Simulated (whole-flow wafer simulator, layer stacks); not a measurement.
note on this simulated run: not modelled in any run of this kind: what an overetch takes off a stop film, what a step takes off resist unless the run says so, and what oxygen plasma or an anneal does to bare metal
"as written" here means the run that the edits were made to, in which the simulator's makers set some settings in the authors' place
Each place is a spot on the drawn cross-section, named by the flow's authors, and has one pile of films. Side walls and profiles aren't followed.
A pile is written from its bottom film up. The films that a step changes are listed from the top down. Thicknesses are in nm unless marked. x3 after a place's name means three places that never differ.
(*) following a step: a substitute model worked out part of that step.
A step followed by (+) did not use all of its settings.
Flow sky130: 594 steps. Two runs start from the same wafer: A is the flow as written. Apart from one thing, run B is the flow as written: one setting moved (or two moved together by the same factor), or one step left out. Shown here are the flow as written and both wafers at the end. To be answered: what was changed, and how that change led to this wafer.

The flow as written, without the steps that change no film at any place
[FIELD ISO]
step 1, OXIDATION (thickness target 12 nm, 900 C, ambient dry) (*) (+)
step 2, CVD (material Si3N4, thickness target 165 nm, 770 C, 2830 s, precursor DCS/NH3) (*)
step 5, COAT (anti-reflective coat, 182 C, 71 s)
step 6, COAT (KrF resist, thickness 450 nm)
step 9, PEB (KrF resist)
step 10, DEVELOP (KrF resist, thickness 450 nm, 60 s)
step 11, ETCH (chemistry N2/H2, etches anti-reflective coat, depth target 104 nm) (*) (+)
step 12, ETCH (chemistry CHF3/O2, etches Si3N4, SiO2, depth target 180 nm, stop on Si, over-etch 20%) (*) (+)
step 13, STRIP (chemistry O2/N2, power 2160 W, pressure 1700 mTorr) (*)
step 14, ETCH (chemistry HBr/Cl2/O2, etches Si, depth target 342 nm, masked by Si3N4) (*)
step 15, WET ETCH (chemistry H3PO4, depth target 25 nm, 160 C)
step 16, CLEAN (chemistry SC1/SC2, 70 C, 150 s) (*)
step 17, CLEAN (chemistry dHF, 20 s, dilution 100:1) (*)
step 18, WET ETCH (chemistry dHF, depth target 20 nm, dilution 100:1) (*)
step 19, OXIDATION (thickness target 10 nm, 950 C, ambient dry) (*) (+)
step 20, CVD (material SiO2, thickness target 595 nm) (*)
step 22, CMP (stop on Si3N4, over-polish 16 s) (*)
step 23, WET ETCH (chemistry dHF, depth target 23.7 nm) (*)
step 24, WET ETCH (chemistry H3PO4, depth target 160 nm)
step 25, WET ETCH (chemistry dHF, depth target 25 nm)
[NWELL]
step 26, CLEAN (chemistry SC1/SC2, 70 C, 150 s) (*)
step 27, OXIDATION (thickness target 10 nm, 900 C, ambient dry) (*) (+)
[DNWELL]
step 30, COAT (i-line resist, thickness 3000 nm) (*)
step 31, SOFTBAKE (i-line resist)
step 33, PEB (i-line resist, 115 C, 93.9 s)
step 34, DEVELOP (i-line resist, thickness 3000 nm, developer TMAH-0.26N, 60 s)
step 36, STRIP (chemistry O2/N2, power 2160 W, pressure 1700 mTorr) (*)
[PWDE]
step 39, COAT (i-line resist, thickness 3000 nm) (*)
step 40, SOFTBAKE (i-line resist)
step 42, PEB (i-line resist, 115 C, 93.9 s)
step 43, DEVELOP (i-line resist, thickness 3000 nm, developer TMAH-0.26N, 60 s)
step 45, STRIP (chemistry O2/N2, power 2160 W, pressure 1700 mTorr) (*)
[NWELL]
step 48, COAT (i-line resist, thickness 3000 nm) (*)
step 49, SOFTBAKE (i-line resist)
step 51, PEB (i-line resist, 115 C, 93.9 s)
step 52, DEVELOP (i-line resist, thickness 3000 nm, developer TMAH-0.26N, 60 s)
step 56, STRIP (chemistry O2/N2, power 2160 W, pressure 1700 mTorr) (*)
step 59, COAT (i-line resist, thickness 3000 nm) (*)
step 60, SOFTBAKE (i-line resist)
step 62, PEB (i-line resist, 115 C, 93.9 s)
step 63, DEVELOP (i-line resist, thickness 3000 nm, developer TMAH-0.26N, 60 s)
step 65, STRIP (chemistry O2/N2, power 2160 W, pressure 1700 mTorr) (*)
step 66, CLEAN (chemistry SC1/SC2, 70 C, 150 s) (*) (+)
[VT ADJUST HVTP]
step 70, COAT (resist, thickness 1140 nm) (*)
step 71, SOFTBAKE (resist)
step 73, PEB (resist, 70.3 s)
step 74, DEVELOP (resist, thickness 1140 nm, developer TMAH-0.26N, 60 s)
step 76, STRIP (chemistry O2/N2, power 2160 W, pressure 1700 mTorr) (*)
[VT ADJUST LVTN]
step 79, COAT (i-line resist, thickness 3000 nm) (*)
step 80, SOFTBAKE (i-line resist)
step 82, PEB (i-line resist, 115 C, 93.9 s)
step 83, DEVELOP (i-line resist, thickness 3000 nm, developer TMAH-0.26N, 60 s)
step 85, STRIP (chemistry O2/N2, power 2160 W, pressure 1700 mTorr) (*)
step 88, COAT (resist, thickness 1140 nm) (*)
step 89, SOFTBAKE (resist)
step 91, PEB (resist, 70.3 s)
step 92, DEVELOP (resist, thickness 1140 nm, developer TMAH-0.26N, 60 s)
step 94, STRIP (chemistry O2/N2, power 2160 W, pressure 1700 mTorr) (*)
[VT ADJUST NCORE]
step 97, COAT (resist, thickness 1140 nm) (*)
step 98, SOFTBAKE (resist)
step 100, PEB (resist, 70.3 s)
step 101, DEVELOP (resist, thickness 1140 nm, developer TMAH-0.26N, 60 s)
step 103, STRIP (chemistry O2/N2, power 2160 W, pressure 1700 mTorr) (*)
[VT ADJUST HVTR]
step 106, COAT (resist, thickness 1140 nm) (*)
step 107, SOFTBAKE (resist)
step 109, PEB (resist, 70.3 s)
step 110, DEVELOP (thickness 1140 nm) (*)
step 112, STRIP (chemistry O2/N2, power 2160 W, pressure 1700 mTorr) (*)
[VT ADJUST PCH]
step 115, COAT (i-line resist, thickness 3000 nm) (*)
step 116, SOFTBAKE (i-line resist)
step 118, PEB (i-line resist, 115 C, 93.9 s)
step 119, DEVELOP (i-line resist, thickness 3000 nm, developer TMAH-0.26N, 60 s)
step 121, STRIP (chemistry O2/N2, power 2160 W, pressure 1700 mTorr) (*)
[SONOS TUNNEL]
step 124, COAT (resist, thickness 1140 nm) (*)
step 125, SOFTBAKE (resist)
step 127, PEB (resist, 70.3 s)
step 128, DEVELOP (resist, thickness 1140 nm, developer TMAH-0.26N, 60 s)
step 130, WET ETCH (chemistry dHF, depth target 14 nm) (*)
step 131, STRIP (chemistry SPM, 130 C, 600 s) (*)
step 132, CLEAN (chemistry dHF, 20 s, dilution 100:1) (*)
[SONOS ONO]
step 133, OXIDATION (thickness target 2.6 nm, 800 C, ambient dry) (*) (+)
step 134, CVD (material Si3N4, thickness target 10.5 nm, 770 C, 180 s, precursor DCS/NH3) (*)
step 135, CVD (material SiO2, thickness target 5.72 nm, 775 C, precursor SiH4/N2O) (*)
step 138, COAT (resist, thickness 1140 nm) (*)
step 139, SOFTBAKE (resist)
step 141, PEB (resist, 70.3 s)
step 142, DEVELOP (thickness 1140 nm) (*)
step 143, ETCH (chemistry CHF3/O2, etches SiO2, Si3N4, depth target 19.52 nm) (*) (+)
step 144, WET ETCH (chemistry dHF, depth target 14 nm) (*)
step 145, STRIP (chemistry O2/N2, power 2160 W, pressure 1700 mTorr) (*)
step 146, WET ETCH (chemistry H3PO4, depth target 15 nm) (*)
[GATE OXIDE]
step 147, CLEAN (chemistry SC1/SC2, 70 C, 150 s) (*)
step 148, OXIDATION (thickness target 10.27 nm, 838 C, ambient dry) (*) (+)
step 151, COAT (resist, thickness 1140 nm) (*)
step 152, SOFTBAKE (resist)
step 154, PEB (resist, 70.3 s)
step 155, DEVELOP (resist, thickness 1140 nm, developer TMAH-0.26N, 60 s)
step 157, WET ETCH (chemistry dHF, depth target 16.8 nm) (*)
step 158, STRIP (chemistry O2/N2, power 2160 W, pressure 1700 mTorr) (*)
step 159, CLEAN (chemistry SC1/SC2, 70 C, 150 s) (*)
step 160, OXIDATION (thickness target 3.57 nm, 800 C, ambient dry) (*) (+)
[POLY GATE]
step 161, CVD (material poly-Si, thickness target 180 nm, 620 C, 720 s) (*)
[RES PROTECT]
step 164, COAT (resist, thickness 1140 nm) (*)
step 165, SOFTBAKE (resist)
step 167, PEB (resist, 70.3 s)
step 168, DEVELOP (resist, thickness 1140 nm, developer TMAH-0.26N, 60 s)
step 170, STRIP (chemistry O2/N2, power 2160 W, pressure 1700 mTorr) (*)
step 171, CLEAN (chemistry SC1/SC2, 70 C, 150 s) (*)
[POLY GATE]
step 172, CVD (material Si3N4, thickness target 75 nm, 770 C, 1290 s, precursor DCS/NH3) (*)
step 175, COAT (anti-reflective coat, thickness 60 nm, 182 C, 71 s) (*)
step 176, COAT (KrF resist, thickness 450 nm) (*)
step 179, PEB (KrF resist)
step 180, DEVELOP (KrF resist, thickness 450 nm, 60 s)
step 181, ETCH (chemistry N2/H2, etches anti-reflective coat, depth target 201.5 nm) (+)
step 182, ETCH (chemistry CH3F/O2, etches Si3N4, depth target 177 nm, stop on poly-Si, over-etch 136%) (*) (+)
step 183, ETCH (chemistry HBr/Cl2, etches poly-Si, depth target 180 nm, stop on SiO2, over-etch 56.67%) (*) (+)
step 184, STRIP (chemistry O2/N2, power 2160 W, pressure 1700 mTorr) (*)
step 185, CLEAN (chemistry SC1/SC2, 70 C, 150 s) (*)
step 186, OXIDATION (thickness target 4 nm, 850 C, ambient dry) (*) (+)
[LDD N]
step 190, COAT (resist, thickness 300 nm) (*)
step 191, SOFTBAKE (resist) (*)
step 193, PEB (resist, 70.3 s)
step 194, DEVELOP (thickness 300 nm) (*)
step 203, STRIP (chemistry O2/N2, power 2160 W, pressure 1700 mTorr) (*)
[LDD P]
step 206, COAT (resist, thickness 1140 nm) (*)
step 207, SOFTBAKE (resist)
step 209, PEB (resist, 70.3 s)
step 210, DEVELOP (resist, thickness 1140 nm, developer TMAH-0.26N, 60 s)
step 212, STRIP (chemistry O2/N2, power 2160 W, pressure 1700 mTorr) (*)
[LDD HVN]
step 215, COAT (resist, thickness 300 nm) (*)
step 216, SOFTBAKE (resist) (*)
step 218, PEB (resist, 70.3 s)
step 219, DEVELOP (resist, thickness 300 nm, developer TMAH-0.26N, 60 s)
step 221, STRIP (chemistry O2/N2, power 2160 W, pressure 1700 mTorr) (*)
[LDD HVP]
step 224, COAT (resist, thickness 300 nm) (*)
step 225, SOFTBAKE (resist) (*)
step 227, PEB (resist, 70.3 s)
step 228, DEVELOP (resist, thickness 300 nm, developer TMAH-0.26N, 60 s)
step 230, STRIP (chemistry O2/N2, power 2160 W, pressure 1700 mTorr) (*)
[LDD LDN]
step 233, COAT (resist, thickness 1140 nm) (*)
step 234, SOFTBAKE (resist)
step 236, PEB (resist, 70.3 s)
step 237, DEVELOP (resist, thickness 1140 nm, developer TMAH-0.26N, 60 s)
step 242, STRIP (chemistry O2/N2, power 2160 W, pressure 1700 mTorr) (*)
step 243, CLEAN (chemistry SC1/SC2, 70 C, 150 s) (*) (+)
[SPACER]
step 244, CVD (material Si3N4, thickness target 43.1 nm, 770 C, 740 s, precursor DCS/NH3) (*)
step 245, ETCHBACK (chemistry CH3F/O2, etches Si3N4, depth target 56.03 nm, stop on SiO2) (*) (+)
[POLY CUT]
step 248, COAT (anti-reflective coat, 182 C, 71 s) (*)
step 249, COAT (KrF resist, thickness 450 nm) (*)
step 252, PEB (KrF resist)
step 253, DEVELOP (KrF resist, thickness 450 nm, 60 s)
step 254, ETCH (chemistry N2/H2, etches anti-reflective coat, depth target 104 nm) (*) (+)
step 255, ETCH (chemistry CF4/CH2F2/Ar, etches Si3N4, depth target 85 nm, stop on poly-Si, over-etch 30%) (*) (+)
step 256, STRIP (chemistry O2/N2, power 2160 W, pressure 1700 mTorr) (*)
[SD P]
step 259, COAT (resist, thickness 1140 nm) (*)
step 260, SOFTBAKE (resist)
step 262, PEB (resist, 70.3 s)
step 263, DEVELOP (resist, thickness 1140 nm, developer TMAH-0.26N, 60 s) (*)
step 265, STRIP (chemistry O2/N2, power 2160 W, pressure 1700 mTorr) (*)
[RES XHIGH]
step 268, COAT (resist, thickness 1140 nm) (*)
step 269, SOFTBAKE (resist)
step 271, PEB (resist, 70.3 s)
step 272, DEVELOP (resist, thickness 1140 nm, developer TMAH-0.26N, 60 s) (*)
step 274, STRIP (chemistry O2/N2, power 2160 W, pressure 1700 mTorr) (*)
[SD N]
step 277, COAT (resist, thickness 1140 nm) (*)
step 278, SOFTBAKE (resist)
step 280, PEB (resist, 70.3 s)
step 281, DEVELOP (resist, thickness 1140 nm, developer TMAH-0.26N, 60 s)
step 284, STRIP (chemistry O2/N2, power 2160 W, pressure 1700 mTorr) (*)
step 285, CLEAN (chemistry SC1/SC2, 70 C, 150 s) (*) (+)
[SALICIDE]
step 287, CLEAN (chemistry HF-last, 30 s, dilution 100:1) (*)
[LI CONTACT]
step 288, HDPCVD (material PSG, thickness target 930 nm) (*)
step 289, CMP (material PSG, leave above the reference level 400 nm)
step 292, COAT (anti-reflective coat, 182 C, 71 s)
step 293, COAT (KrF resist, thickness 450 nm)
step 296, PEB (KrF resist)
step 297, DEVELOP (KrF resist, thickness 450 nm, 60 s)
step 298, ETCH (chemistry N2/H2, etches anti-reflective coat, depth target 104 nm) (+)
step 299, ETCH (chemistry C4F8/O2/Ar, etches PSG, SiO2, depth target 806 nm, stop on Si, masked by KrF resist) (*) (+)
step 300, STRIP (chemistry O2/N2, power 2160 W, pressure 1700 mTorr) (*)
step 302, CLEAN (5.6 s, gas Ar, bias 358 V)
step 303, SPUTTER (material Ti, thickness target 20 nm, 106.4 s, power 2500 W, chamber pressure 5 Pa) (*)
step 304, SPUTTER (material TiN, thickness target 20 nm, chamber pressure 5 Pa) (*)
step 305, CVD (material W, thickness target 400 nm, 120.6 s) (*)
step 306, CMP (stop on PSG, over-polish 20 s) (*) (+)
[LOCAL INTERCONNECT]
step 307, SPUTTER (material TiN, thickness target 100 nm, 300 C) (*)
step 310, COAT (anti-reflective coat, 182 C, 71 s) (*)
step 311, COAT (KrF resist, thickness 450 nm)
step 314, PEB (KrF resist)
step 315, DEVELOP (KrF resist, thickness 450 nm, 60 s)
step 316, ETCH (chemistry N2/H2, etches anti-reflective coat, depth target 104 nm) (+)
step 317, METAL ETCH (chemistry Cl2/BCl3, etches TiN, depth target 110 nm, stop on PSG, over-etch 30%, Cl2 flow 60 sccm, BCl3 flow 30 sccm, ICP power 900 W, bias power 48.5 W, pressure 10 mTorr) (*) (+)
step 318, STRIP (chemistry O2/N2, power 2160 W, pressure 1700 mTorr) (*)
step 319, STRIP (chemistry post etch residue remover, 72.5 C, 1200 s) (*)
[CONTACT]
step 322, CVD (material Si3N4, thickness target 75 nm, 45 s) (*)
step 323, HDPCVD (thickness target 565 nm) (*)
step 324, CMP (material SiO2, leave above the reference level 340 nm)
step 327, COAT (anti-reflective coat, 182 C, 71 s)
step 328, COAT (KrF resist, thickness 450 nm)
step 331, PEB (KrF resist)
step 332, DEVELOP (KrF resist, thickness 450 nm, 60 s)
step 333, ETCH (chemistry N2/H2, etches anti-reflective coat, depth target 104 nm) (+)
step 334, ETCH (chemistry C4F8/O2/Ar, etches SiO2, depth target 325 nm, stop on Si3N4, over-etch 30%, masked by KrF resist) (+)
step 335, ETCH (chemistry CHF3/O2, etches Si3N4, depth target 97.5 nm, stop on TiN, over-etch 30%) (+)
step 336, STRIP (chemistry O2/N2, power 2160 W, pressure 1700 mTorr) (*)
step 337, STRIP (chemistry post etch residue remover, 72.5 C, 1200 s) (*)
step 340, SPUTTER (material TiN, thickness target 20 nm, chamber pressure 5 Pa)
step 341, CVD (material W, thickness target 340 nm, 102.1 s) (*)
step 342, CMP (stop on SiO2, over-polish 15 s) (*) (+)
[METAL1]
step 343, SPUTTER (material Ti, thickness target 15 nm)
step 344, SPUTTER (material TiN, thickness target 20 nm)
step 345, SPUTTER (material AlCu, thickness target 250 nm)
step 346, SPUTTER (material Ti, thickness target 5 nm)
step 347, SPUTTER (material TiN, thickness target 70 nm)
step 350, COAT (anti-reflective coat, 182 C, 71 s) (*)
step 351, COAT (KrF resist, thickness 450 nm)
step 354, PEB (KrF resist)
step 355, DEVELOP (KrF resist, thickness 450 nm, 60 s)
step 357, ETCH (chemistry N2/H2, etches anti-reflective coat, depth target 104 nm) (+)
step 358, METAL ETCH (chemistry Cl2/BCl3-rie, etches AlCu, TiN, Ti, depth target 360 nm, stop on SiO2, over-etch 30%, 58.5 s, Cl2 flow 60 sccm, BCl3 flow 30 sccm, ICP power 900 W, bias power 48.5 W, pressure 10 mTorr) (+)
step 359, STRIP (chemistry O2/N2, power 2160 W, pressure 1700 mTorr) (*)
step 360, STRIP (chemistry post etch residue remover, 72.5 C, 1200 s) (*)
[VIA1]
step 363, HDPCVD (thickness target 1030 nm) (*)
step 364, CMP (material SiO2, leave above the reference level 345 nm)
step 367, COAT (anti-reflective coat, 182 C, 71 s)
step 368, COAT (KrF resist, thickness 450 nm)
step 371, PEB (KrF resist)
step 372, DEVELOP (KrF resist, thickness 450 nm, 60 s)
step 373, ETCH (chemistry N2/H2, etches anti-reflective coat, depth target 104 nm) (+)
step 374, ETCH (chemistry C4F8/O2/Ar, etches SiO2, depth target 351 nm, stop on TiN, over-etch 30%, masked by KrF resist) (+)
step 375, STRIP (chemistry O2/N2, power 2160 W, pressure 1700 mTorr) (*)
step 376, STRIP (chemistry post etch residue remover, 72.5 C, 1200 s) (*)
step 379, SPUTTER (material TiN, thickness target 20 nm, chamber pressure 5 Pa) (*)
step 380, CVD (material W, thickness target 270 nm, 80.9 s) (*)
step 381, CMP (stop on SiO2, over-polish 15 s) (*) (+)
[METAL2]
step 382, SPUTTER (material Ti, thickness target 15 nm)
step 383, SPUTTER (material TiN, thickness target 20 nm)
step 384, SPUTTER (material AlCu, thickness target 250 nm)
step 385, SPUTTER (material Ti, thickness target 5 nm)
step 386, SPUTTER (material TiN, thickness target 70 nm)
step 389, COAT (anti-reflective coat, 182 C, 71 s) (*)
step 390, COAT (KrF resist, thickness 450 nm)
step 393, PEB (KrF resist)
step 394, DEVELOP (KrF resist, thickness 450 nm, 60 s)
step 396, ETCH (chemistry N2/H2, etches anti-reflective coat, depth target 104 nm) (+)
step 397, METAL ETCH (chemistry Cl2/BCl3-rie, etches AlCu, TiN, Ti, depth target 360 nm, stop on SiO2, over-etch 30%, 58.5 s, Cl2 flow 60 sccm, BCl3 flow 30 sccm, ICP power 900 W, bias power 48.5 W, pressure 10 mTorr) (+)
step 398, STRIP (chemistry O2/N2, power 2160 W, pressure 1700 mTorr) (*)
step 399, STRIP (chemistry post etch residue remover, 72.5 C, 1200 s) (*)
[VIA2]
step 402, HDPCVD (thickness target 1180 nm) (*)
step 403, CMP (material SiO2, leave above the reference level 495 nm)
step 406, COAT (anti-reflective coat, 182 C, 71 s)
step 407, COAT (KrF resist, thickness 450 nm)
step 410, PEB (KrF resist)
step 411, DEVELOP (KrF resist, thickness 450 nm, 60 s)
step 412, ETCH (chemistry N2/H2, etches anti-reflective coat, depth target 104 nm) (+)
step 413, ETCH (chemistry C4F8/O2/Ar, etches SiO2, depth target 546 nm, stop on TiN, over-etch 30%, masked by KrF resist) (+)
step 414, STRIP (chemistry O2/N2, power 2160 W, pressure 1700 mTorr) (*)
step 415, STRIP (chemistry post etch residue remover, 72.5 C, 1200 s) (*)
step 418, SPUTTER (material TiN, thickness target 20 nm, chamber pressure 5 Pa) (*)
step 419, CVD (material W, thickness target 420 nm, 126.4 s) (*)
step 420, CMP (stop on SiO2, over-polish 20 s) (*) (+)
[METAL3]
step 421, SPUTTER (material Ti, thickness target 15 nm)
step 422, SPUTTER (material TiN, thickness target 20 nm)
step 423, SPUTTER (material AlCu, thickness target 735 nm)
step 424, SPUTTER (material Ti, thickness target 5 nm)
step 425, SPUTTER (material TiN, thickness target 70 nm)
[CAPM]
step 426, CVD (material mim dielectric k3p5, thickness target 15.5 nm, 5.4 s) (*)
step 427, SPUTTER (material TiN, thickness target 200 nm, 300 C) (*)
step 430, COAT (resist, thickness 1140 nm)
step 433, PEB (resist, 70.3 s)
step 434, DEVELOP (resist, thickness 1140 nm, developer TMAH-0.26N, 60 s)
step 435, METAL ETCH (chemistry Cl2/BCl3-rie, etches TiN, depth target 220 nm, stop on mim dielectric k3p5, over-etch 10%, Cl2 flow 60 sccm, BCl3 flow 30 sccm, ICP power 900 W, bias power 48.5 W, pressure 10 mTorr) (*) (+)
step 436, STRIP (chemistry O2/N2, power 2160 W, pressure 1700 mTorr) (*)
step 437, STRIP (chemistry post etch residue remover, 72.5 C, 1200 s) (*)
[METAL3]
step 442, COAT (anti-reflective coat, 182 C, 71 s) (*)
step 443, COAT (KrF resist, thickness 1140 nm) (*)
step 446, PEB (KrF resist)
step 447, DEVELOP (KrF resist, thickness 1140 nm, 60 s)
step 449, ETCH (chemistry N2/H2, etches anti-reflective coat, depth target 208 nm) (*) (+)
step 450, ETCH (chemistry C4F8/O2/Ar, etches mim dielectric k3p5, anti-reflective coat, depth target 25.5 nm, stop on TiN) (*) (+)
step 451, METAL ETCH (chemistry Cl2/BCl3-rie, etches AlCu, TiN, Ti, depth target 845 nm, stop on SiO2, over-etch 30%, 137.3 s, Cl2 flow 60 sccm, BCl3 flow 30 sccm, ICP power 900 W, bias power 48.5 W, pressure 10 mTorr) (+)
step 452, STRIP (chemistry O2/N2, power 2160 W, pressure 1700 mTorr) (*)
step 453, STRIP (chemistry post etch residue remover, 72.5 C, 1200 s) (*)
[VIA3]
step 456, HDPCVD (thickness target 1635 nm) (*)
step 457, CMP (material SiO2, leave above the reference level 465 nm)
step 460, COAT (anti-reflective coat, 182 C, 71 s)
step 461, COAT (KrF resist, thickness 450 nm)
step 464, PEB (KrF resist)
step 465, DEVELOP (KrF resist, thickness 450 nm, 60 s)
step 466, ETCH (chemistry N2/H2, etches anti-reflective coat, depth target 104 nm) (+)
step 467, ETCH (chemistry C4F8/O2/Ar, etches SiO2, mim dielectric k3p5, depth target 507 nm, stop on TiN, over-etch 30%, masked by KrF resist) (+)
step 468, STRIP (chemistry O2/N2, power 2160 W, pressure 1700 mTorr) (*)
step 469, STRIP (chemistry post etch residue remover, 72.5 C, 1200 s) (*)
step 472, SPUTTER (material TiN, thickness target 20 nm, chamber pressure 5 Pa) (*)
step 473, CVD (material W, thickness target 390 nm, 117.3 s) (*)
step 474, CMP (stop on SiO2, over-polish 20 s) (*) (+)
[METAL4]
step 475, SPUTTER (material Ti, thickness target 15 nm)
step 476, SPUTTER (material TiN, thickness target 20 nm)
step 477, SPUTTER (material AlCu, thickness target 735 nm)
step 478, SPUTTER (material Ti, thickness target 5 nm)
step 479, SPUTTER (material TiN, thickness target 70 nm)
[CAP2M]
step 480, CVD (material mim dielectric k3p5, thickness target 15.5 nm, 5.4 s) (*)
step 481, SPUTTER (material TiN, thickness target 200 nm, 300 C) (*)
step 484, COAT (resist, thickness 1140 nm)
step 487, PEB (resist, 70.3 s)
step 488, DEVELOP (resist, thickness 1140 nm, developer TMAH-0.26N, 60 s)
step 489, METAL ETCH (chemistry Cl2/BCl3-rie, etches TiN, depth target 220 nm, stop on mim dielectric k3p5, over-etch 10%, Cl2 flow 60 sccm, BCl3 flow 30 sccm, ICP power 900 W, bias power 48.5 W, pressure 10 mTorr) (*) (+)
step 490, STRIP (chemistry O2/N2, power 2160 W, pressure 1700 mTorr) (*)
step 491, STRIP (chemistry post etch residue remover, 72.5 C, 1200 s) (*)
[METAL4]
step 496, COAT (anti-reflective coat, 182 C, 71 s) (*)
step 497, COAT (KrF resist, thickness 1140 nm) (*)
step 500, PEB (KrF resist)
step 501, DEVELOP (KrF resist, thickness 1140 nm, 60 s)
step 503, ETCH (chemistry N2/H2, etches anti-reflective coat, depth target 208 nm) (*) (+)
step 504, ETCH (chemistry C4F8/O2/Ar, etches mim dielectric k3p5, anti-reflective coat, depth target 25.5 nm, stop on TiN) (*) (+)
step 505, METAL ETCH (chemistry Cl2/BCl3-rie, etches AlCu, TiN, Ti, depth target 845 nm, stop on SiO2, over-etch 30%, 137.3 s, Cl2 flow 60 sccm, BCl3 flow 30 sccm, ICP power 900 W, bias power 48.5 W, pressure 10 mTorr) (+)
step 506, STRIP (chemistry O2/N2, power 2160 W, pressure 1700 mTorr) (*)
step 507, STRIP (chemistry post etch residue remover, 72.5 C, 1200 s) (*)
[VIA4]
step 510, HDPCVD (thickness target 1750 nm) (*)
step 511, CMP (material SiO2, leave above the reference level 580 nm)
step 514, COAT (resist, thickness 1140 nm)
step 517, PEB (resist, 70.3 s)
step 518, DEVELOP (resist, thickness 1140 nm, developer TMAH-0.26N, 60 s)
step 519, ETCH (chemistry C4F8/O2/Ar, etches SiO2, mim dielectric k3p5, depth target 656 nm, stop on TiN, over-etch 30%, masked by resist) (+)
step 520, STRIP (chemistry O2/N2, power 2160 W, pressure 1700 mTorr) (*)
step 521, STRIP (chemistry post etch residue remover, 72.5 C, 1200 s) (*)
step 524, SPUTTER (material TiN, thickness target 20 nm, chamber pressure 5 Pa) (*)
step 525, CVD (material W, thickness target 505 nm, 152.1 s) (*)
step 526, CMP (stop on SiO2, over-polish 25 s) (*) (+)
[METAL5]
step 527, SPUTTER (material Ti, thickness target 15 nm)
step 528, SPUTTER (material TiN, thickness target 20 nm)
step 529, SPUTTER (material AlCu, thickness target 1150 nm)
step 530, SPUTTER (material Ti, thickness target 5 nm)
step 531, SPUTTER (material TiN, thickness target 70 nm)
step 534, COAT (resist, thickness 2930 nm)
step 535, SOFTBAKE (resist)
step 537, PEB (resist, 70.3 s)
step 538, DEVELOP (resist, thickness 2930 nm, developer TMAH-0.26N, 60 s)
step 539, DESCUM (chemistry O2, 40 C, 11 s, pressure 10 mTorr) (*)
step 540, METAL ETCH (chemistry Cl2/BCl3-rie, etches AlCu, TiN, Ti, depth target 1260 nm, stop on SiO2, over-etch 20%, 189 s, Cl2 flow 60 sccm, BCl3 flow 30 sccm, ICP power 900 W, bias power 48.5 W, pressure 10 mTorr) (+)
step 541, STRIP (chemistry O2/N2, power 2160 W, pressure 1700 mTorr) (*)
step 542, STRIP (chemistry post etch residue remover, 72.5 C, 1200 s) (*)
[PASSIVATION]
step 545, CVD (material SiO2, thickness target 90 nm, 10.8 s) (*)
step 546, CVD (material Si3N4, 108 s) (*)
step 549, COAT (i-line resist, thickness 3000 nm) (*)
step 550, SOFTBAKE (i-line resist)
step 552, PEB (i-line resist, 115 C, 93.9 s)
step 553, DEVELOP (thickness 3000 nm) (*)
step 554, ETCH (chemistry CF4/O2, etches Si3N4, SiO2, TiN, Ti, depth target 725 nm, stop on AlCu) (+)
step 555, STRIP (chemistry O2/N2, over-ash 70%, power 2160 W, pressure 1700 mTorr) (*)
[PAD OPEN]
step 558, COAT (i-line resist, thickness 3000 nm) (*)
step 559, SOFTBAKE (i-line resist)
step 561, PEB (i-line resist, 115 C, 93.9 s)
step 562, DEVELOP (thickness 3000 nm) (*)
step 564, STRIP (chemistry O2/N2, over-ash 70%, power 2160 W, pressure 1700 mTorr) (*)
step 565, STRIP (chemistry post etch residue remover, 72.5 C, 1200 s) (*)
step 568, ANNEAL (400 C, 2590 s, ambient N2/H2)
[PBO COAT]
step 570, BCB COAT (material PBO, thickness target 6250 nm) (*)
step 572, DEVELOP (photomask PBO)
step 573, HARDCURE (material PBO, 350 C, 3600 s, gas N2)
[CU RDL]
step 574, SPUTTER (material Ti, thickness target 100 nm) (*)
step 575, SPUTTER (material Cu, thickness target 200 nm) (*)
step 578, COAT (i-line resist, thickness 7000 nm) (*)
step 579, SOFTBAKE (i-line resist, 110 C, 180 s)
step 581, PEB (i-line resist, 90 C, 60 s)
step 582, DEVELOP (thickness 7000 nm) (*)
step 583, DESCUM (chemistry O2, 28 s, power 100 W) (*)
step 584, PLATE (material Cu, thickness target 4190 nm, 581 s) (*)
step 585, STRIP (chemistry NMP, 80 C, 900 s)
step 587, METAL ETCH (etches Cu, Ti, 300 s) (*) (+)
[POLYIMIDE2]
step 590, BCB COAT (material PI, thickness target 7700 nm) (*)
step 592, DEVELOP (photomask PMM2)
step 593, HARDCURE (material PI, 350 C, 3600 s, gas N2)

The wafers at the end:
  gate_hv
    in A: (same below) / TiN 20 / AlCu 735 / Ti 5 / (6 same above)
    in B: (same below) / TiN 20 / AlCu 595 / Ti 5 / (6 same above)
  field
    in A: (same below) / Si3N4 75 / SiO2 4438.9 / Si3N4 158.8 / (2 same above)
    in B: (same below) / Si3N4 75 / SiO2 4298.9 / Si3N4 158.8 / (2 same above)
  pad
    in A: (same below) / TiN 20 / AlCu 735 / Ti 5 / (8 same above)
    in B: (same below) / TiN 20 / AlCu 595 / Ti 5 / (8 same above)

Cause: step 477, SPUTTER: thickness target 595 nm was run, while the flow as written has thickness target 735 nm.
One can read it off the wafer: gate_hv has AlCu 595, and step 477 as written asks for 735 nm.

The path from the change to this, step by step:
  step 477, SPUTTER (material AlCu, thickness target 735 nm)
      field, active, n_well and 189 more: A +735 AlCu (new film) | B +595 AlCu (new film)
  step 505, METAL ETCH (chemistry Cl2/BCl3-rie, etches AlCu, TiN, Ti, depth target 845 nm, stop on SiO2, over-etch 30%, 137.3 s, Cl2 flow 60 sccm, BCl3 flow 30 sccm, ICP power 900 W, bias power 48.5 W, pressure 10 mTorr) (+)
      field, gate, spacer and 68 more: A -70 TiN (all of it), -5 Ti (all of it), -735 AlCu (all of it), -20 TiN (all of it), -15 Ti (all of it), -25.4 SiO2 | B -70 TiN (all of it), -5 Ti (all of it), -595 AlCu (all of it), -20 TiN (all of it), -15 Ti (all of it), -39.4 SiO2
      active, vpp_iso1, mim_edge_plate and 14 more: A -70 TiN (all of it), -5 Ti (all of it), -735 AlCu (all of it), -20 TiN (all of it), -15 Ti (all of it), -25.3 SiO2 | B -70 TiN (all of it), -5 Ti (all of it), -595 AlCu (all of it), -20 TiN (all of it), -15 Ti (all of it), -39.3 SiO2
  step 511, CMP (material SiO2, leave above the reference level 580 nm)
      field, active, gate and 77 more: A -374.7 SiO2 | B -500.7 SiO2
      iso_guard__w1, mim_edge_gap, vpp_l1ln, vpp_m3ln, rpm_encl, via2_enc, rpm_encl_psd, iso_guard_nsd_tip: A -374.6 SiO2 | B -500.6 SiO2
